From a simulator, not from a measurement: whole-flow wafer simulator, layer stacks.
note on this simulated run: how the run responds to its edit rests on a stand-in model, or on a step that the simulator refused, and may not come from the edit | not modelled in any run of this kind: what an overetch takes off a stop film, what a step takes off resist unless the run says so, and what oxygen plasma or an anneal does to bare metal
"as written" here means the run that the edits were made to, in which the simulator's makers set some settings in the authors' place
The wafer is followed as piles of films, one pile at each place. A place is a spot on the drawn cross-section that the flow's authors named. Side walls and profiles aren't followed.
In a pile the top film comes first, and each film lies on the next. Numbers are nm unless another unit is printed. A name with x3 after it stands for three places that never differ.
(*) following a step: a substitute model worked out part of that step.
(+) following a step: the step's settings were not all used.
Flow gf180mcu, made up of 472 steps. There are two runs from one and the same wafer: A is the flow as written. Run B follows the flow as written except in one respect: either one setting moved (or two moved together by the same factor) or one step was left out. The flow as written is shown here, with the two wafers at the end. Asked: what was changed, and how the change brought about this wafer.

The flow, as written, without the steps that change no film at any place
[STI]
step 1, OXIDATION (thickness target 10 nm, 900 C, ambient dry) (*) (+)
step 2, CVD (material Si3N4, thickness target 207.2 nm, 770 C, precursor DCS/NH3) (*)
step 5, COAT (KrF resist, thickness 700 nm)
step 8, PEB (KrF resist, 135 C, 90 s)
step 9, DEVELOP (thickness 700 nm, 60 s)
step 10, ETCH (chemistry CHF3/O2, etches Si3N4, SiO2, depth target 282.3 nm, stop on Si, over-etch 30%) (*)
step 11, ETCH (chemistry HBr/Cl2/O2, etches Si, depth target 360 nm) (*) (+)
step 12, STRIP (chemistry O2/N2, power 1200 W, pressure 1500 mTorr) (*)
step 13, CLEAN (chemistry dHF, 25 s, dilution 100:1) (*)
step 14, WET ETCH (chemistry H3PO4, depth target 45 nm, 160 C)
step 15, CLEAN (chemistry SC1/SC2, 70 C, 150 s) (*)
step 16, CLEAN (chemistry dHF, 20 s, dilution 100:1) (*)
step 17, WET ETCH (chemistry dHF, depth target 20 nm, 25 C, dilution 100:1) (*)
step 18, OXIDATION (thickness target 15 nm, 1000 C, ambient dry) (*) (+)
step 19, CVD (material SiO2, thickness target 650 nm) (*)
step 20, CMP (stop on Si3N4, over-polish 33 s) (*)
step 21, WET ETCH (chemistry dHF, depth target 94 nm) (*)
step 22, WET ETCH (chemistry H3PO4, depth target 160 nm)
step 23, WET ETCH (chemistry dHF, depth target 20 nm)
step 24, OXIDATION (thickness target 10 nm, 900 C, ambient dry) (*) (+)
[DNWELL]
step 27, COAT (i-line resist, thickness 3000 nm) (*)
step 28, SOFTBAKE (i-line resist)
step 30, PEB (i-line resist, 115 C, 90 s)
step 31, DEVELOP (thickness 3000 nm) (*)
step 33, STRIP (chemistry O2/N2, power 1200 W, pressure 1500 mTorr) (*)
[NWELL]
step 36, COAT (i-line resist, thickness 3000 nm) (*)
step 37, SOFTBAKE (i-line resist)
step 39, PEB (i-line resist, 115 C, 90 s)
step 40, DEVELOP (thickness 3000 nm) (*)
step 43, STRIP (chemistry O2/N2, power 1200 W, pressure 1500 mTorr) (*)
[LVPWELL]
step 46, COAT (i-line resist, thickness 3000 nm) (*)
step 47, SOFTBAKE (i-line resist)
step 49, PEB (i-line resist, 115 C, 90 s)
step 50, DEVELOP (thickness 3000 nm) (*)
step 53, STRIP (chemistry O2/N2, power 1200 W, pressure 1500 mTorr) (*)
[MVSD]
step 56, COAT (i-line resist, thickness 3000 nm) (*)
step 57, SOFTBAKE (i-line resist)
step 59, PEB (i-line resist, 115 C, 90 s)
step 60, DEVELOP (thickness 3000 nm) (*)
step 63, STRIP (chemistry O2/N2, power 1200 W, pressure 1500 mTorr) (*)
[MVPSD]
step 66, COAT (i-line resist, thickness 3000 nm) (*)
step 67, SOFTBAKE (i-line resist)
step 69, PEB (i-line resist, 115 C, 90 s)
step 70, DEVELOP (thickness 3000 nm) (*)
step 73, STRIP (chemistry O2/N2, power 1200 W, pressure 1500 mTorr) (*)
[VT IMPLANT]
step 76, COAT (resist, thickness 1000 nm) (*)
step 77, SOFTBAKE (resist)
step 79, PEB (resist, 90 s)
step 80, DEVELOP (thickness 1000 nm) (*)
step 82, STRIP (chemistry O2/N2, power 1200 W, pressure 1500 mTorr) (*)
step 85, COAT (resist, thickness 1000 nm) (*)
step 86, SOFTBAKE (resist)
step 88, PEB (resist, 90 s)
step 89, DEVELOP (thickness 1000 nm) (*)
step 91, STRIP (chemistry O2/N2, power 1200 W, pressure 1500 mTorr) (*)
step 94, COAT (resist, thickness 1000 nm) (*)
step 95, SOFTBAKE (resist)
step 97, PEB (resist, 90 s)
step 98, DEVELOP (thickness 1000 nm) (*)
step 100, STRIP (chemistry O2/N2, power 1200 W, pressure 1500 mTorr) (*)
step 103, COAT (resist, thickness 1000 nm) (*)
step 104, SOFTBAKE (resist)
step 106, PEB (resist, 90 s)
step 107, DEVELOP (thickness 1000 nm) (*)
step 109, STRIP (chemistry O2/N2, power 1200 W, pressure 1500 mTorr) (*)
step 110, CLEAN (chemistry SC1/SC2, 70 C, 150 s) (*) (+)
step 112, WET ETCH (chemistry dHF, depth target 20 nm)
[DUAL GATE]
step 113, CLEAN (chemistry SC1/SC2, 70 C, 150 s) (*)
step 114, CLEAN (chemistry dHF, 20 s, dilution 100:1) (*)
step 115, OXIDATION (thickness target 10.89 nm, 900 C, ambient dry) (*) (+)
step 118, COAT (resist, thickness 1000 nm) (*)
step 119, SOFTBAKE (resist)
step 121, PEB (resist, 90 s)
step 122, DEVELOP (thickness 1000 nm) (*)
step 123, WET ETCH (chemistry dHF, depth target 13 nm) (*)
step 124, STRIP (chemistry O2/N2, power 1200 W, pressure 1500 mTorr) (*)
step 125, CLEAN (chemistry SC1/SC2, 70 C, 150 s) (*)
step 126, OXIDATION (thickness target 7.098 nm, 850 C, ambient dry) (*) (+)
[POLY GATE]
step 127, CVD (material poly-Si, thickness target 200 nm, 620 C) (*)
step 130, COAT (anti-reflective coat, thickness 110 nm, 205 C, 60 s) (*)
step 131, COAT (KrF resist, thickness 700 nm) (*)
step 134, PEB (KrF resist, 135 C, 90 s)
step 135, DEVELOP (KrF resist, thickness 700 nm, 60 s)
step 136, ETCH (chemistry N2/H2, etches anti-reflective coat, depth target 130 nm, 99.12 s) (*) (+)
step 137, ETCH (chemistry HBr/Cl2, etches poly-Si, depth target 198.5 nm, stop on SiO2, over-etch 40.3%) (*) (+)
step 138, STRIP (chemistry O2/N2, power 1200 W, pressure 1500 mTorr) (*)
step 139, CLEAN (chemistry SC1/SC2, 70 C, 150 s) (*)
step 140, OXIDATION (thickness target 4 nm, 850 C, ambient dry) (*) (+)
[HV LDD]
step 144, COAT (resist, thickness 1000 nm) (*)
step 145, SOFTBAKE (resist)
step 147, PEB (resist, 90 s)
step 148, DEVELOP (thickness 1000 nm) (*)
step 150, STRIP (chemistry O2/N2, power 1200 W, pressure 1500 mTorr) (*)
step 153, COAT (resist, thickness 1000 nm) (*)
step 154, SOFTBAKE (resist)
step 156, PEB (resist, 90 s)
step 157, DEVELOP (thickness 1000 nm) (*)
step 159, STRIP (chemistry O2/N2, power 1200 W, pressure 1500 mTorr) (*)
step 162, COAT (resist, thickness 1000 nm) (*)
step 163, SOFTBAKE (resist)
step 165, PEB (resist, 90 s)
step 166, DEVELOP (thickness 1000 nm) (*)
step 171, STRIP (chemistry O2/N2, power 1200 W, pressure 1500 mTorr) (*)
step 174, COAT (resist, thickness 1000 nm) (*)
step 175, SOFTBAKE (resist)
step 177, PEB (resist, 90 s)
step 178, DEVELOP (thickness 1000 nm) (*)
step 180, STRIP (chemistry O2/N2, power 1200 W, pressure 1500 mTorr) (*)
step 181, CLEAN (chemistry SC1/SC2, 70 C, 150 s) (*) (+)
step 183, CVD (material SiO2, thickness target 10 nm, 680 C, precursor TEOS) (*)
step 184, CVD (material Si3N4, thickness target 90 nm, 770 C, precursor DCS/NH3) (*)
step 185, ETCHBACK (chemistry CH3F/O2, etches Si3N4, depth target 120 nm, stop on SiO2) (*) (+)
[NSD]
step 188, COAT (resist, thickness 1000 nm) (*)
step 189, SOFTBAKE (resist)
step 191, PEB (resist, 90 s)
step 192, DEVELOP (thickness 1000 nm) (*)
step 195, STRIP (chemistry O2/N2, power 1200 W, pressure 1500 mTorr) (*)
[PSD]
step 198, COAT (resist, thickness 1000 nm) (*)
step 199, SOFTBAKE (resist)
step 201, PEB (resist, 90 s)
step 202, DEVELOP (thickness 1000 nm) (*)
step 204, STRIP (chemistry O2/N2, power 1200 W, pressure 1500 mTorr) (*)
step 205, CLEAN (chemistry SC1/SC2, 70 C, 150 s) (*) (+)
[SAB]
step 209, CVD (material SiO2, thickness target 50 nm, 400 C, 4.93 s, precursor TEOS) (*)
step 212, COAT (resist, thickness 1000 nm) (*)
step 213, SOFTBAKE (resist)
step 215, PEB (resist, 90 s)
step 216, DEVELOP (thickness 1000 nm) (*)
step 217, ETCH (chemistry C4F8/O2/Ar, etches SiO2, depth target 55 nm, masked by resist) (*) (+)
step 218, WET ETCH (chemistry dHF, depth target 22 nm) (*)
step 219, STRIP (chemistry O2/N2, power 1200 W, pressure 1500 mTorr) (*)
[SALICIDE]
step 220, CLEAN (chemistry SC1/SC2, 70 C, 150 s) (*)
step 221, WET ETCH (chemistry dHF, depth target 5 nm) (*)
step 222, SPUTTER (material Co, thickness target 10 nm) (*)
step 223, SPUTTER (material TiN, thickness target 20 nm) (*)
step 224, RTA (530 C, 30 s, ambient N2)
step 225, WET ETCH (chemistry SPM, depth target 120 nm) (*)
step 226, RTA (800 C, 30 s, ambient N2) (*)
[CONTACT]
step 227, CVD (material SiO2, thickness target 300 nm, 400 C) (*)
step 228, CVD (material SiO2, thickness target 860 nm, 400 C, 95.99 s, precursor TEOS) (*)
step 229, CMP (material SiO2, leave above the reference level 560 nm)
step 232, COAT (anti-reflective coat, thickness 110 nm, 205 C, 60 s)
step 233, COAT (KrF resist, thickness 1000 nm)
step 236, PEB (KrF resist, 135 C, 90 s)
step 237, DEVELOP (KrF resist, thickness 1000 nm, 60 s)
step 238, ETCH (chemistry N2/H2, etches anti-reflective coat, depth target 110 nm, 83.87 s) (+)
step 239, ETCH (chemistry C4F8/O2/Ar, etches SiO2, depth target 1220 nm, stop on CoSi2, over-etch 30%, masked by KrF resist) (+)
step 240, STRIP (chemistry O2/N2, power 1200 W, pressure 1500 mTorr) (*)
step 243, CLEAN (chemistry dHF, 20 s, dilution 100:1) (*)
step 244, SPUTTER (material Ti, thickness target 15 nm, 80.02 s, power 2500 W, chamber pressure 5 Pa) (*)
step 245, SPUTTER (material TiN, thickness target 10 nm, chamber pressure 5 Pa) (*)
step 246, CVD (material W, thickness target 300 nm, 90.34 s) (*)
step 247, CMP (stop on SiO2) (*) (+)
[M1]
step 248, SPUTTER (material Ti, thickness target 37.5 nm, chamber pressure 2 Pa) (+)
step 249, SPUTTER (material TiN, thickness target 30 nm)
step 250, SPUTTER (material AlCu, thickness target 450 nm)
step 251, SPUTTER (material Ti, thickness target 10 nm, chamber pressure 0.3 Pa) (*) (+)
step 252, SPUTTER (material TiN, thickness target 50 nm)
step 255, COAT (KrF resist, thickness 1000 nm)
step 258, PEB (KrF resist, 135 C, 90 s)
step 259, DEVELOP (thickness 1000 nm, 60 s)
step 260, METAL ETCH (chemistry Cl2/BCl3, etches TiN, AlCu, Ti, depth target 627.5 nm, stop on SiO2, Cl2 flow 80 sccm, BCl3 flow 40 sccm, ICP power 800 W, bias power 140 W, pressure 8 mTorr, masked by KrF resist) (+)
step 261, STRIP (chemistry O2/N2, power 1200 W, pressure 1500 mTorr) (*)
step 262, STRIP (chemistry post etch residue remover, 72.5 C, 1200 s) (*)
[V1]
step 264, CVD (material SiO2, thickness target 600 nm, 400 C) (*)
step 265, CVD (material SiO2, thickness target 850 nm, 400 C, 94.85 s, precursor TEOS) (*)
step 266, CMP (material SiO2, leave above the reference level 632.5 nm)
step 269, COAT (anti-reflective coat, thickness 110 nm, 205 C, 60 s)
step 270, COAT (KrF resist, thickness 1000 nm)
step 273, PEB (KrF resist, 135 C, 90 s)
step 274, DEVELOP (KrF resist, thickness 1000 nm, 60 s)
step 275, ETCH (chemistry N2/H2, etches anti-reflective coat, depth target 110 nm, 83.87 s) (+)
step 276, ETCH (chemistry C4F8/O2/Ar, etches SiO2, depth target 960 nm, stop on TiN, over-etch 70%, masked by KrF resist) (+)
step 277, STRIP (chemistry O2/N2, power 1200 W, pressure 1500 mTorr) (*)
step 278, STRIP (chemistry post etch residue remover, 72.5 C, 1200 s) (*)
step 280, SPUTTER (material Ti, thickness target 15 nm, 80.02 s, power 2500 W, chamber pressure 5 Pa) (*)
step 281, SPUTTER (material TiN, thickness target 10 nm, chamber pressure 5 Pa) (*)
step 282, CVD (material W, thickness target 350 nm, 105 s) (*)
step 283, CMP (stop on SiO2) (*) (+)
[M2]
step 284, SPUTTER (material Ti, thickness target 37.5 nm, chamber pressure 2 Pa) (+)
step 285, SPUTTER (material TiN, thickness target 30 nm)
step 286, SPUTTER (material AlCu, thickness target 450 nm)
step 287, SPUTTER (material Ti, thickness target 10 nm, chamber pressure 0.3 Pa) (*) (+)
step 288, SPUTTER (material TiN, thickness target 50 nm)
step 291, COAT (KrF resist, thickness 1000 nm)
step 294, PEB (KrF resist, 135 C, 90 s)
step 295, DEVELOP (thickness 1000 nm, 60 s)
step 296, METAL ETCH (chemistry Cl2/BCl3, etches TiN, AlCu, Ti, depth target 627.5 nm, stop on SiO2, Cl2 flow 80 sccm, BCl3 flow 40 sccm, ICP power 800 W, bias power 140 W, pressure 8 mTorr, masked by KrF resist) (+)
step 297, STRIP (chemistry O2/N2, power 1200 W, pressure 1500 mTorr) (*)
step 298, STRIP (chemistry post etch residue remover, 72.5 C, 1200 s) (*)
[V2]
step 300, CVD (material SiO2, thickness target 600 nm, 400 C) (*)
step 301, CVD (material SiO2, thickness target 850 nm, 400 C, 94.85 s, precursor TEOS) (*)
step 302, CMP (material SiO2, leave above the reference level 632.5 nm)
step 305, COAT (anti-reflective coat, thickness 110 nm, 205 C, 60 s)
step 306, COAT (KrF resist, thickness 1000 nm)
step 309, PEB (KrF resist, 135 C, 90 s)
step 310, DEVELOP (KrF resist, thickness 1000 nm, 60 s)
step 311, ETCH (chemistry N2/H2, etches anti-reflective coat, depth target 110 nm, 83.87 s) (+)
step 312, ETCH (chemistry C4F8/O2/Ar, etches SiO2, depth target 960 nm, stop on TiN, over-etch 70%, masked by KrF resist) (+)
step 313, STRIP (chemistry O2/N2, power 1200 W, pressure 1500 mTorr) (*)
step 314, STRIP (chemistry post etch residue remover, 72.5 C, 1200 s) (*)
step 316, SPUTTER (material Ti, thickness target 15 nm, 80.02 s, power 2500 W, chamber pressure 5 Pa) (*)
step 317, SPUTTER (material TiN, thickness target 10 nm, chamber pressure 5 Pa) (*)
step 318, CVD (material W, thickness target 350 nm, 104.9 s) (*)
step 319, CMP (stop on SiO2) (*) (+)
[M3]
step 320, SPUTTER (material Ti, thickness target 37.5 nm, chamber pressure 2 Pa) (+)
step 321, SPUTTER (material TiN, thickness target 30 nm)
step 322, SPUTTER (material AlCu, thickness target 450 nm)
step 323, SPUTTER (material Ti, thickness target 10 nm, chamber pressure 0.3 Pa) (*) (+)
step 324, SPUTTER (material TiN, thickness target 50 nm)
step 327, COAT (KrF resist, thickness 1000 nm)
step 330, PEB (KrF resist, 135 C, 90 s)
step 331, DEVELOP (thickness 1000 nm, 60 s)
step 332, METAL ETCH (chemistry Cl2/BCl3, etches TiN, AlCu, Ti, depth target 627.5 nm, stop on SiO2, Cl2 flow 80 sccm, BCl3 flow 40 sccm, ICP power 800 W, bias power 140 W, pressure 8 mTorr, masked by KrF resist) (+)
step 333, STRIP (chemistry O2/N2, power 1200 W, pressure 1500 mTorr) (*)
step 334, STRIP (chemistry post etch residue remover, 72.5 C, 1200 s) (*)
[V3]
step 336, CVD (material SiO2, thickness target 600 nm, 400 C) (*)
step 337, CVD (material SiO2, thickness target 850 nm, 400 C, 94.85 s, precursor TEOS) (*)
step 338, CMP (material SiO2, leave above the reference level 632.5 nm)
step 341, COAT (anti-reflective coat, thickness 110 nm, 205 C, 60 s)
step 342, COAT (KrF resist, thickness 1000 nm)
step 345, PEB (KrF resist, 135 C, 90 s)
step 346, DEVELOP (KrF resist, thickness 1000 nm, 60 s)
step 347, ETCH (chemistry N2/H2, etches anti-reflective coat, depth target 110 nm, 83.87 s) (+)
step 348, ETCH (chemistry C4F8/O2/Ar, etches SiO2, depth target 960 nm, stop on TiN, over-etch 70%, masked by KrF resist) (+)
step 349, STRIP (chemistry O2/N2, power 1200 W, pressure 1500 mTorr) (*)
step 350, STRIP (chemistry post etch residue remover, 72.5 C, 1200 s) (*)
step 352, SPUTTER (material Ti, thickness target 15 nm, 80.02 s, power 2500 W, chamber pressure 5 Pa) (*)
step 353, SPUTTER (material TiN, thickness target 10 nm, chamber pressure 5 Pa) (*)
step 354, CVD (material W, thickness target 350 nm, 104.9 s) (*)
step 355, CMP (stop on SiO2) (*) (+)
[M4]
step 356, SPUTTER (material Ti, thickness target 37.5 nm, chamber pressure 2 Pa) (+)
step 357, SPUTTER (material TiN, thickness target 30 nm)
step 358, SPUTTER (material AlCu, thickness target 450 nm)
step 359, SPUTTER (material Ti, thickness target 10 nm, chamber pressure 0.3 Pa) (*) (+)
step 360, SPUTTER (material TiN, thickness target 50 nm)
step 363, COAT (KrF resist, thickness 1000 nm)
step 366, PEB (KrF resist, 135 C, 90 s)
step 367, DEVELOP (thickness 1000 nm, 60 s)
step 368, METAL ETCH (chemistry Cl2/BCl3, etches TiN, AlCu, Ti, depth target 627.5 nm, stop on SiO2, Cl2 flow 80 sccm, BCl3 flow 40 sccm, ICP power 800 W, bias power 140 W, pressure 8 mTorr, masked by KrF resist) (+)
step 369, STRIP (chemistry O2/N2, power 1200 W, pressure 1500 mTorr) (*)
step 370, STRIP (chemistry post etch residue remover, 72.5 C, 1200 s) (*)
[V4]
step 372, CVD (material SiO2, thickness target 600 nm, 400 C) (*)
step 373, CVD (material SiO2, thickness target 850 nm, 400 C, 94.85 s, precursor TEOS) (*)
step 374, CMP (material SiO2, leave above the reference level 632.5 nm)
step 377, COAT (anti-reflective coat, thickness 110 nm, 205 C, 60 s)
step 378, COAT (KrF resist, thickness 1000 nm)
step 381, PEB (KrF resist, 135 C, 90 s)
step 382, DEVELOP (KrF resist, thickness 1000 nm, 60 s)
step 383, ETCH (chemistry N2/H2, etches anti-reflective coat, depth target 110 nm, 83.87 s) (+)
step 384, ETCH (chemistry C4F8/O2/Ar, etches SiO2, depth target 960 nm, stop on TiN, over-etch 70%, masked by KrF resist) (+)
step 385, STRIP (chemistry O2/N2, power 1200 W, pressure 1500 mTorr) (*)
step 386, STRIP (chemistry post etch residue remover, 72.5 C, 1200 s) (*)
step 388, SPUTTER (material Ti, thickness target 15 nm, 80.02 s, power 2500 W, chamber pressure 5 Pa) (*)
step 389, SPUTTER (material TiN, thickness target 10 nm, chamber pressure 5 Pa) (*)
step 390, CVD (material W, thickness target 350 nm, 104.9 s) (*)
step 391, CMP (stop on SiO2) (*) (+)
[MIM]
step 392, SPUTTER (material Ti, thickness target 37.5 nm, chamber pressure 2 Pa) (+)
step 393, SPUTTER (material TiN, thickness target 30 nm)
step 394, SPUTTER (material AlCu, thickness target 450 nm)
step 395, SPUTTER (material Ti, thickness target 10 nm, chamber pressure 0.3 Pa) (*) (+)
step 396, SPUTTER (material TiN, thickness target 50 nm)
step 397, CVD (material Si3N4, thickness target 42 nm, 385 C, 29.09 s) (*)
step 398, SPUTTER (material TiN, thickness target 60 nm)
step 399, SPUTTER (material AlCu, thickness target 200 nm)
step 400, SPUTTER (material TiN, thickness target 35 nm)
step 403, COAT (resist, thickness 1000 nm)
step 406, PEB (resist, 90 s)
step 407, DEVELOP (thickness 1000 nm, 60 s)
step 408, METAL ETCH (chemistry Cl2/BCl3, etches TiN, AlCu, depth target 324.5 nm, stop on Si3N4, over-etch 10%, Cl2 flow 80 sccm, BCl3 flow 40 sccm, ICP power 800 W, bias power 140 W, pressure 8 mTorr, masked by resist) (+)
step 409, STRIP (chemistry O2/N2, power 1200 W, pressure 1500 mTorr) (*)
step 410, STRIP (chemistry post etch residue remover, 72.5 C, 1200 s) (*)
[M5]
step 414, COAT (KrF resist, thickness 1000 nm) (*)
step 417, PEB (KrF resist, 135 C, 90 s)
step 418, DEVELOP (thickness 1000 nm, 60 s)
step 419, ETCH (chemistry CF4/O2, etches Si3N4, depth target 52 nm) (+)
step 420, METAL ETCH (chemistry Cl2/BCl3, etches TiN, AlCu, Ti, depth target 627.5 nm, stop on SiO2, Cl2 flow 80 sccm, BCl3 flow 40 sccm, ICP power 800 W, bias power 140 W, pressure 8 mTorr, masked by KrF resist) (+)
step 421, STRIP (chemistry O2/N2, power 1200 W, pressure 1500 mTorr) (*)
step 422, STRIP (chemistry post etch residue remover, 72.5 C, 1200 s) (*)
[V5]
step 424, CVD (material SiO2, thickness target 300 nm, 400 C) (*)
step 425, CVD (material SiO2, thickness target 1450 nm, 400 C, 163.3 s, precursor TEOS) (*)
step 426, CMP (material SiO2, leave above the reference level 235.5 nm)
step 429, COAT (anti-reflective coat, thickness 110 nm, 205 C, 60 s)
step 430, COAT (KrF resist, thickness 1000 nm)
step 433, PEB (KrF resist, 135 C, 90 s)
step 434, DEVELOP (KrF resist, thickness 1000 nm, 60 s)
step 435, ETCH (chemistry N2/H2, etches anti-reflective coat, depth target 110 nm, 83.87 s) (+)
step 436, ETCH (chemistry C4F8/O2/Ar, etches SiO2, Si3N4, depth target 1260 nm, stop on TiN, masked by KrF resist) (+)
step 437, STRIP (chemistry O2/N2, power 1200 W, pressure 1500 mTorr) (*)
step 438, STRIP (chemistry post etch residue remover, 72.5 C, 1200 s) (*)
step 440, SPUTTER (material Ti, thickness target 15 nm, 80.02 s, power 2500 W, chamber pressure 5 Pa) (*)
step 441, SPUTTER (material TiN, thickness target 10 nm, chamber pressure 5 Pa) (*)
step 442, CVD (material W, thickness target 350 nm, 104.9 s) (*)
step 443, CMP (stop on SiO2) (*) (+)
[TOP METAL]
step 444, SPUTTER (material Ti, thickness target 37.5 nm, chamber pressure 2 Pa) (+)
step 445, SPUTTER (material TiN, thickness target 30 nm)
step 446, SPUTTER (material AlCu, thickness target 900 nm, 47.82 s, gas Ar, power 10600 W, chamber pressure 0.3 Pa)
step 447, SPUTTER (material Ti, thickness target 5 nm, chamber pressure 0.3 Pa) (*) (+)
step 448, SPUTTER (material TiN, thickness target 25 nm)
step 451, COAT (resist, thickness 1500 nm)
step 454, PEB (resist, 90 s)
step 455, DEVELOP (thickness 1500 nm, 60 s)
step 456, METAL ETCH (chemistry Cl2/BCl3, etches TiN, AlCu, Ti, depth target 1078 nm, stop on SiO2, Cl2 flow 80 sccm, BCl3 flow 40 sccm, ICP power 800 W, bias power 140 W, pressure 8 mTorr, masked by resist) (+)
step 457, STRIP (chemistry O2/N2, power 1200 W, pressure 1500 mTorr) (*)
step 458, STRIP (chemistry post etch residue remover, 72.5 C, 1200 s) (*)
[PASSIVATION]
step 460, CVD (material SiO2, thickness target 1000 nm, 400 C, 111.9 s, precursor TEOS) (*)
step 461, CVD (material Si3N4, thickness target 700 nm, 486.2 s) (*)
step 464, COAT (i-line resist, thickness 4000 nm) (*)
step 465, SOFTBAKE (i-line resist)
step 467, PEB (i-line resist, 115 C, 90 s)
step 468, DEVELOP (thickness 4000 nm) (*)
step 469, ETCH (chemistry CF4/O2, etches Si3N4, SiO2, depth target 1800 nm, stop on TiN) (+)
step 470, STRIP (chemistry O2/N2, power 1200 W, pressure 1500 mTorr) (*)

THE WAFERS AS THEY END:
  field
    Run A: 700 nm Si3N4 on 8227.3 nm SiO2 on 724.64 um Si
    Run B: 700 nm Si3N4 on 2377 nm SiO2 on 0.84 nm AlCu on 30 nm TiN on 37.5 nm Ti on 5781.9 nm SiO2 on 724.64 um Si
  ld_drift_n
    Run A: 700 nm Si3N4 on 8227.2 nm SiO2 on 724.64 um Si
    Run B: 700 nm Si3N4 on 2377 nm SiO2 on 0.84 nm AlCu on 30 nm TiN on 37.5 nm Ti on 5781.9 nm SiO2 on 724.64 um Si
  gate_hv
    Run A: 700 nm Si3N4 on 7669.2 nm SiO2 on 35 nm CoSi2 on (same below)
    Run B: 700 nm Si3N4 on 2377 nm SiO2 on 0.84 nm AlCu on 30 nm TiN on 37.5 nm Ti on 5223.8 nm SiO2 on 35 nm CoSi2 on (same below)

The reason: step 420, METAL ETCH: depth target 502 nm was run, though the flow has depth target 627.5 nm.

Step by step, how the change led to this:
  step 420, METAL ETCH (chemistry Cl2/BCl3, etches TiN, AlCu, Ti, depth target 627.5 nm, stop on SiO2, Cl2 flow 80 sccm, BCl3 flow 40 sccm, ICP power 800 W, bias power 140 W, pressure 8 mTorr, masked by KrF resist) (+)
      field, field__w1, field__w2 and 101 more: A TiN loses 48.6 (all of it), Ti loses 10 (all of it), AlCu loses 450 (all of it), TiN loses 30 (all of it), Ti loses 37.5 (all of it) | B TiN loses 48.6 (all of it), Ti loses 10 (all of it), AlCu loses 443.4
      field__w4, field__w8, contact, m1, m1__w1, mim, mim_1p0, m1_nw: A KrF resist loses 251 | B KrF resist loses 200.8
  step 421, STRIP (chemistry O2/N2, power 1200 W, pressure 1500 mTorr) (*)
      field__w8, m1__w1: A KrF resist loses 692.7 (all of it) | B KrF resist loses 742.9 (all of it)
      contact, m1: A KrF resist loses 693.2 (all of it) | B KrF resist loses 743.4 (all of it)
      (and at 4 other places as well)
  step 422, STRIP (chemistry post etch residue remover, 72.5 C, 1200 s) (*)
      field, field__w1, field__w2 and 101 more: A nothing | B AlCu loses 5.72
  step 424, CVD (material SiO2, thickness target 300 nm, 400 C) (*)
      field, field__w1, field__w2 and 101 more: A SiO2 gains 300 | B SiO2 gains 300 (new film)
  step 426, CMP (material SiO2, leave above the reference level 235.5 nm)
      field, field__w1, field__w5 and 92 more: A SiO2 loses 300.8 | B SiO2 loses 369.2
      field__w2, field__w3, field__w12 and 6 more: A SiO2 loses 272.7 | B SiO2 loses 344.1
With metal films that touch counted as one body, field has 1 body; the flow as written gives 0 bodies.
With metal films that touch counted as one body, ld_drift_n has 1 body; the flow as written gives 0 bodies.
With metal films that touch counted as one body, gate_hv has 2 bodies (between them, from the top down: SiO2 5223.8); the flow as written gives 1 body.
